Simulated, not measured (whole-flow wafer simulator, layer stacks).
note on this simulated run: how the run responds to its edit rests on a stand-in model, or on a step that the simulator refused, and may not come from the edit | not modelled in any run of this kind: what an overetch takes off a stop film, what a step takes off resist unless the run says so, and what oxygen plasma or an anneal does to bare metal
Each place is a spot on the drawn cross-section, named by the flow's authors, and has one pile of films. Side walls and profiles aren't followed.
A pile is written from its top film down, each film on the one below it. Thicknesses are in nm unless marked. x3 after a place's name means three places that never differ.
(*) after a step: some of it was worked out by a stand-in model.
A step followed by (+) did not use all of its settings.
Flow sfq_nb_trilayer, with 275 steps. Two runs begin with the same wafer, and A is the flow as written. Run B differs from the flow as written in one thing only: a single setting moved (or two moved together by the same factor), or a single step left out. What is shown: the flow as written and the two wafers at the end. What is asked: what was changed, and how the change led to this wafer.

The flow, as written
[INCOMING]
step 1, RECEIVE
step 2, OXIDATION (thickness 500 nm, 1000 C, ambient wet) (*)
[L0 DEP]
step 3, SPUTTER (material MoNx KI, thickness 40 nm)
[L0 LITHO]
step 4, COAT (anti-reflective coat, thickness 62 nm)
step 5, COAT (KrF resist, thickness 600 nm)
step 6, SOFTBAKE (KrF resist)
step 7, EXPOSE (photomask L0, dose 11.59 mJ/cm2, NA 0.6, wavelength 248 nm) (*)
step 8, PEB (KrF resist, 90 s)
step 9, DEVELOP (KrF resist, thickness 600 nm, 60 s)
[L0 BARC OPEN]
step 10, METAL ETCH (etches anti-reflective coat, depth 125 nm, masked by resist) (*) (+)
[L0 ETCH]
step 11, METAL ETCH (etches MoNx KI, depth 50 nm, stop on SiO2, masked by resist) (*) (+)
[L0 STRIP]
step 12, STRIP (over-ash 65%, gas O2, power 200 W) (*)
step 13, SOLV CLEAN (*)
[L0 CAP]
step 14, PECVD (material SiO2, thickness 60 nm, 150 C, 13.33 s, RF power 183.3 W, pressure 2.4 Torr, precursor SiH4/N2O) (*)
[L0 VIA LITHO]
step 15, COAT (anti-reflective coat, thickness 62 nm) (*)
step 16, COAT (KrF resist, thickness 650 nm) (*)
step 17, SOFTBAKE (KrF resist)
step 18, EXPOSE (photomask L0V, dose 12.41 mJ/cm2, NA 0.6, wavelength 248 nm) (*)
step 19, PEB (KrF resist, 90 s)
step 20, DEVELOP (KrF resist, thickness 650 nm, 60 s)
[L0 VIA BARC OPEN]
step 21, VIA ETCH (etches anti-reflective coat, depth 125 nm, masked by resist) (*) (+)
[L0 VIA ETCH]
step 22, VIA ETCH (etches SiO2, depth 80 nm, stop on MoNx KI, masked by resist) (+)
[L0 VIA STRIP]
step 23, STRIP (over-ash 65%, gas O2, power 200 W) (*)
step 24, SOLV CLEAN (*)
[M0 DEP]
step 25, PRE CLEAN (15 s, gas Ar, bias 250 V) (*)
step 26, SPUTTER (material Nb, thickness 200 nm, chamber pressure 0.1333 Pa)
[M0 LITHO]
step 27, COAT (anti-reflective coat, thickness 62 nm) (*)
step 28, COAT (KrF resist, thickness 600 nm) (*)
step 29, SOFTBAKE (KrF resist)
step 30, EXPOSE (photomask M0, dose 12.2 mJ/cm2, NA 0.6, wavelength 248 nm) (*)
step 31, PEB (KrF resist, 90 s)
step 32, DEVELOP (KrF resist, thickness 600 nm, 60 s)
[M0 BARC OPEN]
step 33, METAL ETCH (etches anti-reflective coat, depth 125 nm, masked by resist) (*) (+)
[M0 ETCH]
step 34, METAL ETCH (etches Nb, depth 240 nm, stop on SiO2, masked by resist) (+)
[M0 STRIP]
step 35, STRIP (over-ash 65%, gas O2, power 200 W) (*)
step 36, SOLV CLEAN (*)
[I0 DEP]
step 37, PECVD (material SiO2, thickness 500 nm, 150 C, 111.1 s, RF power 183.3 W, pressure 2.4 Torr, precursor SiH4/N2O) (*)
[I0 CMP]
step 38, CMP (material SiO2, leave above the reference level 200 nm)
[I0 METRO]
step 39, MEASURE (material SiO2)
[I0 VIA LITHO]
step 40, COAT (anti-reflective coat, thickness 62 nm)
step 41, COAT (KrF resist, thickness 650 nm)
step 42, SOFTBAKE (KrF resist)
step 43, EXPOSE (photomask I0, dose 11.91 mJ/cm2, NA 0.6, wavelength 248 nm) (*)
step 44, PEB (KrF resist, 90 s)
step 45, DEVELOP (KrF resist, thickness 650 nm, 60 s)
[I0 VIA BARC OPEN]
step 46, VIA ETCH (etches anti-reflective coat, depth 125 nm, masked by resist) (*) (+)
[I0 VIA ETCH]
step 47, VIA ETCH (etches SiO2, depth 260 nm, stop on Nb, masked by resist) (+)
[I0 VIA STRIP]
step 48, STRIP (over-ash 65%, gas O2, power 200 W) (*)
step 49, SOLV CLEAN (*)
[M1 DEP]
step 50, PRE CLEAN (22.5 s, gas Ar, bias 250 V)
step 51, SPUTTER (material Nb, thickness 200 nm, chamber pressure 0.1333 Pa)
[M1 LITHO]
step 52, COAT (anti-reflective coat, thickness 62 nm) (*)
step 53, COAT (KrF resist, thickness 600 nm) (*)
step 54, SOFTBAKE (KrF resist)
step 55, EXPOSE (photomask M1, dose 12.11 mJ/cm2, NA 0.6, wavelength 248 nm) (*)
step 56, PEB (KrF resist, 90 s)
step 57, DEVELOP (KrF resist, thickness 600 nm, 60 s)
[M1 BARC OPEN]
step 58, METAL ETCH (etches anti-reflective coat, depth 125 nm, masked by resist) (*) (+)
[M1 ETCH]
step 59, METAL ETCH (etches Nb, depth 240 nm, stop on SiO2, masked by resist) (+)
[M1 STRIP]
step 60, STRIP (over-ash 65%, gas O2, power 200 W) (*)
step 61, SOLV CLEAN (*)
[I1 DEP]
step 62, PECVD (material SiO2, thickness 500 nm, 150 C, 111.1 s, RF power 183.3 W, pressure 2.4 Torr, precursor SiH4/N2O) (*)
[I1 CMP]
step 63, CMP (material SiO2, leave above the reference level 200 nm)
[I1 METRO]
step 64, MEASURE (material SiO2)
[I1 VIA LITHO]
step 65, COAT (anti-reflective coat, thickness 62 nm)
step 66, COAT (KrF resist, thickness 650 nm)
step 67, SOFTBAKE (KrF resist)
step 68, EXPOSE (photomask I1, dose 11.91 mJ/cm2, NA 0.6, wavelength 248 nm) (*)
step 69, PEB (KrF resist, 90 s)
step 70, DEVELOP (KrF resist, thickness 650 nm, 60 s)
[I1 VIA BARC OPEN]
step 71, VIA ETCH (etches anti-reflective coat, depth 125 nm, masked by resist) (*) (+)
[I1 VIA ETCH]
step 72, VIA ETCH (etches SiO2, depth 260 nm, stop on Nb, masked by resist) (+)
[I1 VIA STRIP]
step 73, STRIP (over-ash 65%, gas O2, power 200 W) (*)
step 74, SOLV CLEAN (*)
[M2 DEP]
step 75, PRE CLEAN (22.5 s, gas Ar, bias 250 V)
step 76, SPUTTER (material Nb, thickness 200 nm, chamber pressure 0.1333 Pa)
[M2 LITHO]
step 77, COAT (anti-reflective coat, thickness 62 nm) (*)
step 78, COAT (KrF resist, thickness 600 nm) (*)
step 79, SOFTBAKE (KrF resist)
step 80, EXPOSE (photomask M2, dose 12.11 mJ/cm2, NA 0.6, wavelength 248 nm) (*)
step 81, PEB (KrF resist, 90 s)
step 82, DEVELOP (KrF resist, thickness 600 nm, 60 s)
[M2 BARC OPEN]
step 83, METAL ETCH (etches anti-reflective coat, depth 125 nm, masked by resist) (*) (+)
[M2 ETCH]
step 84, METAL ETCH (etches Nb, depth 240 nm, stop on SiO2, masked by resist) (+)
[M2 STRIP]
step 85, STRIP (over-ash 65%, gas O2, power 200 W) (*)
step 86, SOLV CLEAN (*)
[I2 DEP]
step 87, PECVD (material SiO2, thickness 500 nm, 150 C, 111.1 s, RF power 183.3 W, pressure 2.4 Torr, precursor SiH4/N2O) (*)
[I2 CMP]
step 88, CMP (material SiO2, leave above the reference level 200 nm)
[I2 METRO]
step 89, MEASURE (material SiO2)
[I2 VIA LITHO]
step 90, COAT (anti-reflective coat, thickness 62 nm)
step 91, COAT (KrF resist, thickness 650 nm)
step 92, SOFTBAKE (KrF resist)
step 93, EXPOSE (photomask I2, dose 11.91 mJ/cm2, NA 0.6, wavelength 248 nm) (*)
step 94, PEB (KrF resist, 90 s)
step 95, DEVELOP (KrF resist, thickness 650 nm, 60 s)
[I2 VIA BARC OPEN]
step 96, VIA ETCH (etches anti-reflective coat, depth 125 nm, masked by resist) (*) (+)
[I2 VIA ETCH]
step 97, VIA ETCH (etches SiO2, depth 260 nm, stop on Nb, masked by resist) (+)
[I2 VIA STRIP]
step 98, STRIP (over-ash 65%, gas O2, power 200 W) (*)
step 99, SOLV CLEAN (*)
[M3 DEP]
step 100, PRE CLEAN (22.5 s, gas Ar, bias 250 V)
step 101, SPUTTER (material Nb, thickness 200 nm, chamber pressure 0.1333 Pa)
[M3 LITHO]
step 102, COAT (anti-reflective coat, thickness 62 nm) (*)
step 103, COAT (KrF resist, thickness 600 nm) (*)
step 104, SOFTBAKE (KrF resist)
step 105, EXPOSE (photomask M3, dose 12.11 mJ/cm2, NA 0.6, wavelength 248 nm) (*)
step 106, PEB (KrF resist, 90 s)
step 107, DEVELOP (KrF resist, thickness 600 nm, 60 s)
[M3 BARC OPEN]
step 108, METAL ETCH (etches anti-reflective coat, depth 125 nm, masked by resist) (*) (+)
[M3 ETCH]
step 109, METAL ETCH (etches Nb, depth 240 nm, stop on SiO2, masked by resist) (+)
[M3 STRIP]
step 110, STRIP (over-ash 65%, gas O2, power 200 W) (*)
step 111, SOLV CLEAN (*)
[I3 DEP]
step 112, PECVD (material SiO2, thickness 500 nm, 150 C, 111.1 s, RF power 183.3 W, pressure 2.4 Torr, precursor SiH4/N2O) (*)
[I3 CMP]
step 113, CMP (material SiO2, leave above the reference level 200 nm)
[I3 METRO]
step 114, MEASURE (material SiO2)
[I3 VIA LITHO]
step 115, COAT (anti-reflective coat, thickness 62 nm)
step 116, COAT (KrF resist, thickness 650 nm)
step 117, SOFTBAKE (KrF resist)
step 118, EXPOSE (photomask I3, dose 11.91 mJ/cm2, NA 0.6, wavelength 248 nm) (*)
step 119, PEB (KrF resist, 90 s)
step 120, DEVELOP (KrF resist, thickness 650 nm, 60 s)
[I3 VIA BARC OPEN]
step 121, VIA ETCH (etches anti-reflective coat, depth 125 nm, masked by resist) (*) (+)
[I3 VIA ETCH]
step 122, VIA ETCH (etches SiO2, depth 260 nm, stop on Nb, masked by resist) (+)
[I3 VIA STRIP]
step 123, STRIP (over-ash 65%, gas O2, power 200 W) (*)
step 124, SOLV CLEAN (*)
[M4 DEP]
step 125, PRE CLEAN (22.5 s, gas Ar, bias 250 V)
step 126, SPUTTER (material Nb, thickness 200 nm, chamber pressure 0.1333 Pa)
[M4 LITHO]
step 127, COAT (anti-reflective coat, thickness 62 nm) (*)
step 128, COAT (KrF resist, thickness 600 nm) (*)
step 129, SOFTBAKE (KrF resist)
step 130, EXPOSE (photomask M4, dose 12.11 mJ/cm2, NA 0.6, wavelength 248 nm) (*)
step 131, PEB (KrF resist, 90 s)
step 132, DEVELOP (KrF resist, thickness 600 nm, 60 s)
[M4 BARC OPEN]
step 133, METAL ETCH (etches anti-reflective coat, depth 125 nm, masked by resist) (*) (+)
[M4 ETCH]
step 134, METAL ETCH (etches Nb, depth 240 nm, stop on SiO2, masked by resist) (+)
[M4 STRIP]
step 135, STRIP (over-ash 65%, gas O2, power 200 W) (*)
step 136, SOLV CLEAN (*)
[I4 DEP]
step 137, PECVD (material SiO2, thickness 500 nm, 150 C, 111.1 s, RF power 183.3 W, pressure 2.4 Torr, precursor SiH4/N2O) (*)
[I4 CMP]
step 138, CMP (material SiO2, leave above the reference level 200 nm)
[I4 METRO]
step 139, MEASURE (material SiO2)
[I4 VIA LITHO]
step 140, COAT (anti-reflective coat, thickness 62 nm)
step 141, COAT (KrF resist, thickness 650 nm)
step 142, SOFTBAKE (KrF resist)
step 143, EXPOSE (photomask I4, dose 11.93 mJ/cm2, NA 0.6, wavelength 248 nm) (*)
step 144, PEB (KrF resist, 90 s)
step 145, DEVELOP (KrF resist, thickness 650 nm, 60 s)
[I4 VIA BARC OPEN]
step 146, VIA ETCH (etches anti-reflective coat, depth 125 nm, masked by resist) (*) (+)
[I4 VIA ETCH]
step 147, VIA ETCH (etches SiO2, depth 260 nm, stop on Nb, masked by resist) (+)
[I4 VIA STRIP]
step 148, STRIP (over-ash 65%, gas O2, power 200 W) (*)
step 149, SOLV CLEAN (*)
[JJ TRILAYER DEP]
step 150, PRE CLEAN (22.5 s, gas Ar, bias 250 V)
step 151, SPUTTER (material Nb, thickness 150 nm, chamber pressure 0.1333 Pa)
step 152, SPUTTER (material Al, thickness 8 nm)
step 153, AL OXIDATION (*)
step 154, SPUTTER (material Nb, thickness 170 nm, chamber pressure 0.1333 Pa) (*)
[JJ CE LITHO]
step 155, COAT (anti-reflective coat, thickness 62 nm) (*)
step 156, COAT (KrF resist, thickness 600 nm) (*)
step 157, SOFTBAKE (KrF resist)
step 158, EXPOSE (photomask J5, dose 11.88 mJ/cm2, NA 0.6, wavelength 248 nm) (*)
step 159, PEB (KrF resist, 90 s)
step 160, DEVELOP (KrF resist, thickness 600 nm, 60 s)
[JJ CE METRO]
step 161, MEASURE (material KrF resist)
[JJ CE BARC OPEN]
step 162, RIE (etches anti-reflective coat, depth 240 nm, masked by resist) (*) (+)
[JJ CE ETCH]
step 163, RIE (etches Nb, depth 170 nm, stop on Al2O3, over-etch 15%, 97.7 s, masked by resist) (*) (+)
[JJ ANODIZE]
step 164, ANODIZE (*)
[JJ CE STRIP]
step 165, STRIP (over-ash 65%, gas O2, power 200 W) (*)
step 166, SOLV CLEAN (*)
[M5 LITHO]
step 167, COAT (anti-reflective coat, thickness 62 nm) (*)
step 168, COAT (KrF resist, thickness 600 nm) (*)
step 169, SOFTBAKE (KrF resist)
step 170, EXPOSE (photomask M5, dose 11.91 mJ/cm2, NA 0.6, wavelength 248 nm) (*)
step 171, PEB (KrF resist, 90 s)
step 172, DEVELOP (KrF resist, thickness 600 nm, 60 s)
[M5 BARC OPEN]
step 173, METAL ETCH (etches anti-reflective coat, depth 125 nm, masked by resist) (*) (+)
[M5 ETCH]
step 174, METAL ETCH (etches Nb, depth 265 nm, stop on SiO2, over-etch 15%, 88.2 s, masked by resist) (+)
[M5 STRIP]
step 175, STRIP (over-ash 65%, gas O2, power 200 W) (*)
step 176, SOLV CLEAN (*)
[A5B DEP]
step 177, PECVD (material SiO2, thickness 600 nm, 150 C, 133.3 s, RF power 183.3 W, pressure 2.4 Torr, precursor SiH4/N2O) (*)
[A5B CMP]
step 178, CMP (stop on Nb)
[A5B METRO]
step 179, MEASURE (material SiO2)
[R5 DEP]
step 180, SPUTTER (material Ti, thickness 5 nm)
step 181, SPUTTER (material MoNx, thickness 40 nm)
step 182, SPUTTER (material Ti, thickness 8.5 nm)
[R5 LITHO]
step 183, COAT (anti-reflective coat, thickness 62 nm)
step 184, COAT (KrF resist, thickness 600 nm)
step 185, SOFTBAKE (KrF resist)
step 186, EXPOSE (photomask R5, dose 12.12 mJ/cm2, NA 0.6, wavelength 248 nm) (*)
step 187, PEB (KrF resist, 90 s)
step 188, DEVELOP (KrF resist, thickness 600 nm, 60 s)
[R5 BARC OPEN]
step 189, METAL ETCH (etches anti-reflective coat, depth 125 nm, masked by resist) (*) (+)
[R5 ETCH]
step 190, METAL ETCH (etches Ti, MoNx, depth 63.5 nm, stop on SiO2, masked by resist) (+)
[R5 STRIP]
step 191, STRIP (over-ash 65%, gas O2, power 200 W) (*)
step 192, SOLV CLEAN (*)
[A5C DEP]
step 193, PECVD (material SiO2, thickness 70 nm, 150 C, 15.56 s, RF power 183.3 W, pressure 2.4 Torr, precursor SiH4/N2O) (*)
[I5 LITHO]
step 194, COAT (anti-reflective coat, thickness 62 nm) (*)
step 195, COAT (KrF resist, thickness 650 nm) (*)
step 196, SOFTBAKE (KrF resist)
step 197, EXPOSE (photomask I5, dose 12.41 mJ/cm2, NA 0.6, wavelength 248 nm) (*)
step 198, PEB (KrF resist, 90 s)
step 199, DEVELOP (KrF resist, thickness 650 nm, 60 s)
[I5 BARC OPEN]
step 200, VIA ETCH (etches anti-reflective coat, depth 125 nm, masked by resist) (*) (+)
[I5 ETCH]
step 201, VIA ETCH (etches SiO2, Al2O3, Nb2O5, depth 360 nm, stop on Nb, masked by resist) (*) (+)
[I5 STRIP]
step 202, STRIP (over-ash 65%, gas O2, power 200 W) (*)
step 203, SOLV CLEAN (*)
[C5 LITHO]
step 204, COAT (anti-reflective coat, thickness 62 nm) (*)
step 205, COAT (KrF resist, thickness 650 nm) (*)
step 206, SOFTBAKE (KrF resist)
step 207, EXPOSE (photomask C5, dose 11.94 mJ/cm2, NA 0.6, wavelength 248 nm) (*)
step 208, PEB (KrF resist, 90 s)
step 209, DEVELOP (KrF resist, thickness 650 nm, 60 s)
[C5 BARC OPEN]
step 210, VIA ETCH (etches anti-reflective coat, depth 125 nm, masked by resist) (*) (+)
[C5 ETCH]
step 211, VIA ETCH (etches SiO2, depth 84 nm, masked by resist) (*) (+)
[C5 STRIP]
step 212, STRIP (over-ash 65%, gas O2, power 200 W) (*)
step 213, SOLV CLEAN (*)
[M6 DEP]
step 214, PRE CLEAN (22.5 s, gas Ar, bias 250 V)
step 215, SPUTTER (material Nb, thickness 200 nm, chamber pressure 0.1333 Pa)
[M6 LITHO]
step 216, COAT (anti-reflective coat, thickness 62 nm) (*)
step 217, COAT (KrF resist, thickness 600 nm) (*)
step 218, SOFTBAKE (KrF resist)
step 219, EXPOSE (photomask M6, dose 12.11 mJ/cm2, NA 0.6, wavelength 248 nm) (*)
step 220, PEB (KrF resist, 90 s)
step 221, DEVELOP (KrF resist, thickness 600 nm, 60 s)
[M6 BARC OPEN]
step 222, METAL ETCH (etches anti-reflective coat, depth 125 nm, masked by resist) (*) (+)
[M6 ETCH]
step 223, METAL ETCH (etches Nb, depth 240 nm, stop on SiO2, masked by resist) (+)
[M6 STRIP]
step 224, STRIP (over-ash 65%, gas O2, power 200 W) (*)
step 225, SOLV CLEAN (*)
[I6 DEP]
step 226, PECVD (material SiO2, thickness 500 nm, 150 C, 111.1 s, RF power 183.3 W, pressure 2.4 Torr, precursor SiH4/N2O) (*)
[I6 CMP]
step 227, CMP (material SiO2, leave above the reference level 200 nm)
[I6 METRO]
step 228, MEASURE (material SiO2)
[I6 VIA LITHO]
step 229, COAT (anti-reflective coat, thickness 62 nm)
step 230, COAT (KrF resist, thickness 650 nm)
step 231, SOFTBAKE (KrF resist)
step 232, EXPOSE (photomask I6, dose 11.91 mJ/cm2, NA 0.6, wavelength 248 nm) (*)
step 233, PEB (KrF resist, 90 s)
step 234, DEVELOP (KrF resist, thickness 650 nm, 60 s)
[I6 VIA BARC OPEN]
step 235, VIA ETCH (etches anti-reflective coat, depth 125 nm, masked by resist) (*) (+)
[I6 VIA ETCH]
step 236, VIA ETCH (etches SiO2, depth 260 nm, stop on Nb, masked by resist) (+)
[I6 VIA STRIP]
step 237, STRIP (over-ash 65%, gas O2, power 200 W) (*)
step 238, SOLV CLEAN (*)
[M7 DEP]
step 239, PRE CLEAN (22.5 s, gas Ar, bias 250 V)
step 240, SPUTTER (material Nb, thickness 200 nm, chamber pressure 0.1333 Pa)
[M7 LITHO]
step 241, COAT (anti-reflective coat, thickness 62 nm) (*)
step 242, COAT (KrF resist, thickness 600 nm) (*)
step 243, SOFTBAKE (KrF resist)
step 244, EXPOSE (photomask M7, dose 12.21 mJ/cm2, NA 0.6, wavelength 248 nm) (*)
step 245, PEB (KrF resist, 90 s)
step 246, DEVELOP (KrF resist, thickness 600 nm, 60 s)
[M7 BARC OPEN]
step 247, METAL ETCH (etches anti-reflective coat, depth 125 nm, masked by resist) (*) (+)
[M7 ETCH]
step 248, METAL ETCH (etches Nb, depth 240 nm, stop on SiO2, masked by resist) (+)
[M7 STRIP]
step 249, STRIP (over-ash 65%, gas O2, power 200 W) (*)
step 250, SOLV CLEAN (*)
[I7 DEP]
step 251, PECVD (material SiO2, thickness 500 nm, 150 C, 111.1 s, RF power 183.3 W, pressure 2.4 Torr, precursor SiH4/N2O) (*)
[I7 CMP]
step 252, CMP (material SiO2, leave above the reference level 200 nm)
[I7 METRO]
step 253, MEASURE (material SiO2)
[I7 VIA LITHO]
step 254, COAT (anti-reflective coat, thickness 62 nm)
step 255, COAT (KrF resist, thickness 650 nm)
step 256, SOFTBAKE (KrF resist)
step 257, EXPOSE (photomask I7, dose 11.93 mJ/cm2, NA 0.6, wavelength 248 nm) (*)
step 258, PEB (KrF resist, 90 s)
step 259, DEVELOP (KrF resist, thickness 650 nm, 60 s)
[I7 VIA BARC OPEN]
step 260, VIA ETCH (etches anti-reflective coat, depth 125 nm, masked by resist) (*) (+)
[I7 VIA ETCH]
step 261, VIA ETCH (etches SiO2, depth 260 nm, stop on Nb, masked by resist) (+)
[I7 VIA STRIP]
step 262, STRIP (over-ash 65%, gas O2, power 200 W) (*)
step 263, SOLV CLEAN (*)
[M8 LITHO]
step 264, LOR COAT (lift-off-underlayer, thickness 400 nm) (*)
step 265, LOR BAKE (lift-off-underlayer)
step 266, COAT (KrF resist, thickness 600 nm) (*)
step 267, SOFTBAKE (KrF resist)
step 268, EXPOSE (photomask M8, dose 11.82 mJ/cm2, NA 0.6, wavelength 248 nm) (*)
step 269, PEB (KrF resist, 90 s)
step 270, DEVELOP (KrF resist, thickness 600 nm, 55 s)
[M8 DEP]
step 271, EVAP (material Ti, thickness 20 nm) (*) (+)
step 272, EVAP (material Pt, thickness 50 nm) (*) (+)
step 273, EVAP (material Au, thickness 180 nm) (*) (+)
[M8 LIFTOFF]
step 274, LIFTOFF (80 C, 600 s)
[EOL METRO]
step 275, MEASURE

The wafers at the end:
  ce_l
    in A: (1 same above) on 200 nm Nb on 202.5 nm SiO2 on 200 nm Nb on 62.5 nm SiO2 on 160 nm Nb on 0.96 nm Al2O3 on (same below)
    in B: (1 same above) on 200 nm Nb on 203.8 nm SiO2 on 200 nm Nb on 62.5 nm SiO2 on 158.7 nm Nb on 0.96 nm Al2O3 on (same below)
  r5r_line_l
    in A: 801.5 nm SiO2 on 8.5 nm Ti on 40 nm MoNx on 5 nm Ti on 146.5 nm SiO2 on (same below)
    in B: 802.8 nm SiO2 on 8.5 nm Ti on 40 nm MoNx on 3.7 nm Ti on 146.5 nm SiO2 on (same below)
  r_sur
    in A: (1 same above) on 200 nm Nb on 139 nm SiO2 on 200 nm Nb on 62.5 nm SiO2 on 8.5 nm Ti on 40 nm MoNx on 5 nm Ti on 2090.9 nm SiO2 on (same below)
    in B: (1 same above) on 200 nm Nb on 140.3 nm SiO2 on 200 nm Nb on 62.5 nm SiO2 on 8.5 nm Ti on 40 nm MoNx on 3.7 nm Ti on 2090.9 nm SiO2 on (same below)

What caused this: step 180, SPUTTER: thickness 3.7 nm was run, though the flow has thickness 5 nm.
The wafer itself shows it: r5r_line_l has Ti 3.7, and step 180 as written asks for 5 nm.

Step by step, how the change led to this:
  step 180, SPUTTER (material Ti, thickness 5 nm)
      field_l, v_sur, via_wl and 103 more: A Ti gains 5 (new film) | B Ti gains 3.7 (new film)
  step 190, METAL ETCH (etches Ti, MoNx, depth 63.5 nm, stop on SiO2, masked by resist) (+)
      field_l, v_sur, via_wl and 92 more: A Ti loses 8.5 (all of it), MoNx loses 40 (all of it), Ti loses 5 (all of it) | B Ti loses 8.5 (all of it), MoNx loses 40 (all of it), Ti loses 3.7 (all of it)
      ce_l, c5j, ce_r, wl_jj: A Ti loses 8.5 (all of it), MoNx loses 40 (all of it), Ti loses 5 (all of it), Nb loses 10 | B Ti loses 8.5 (all of it), MoNx loses 40 (all of it), Ti loses 3.7 (all of it), Nb loses 11.3
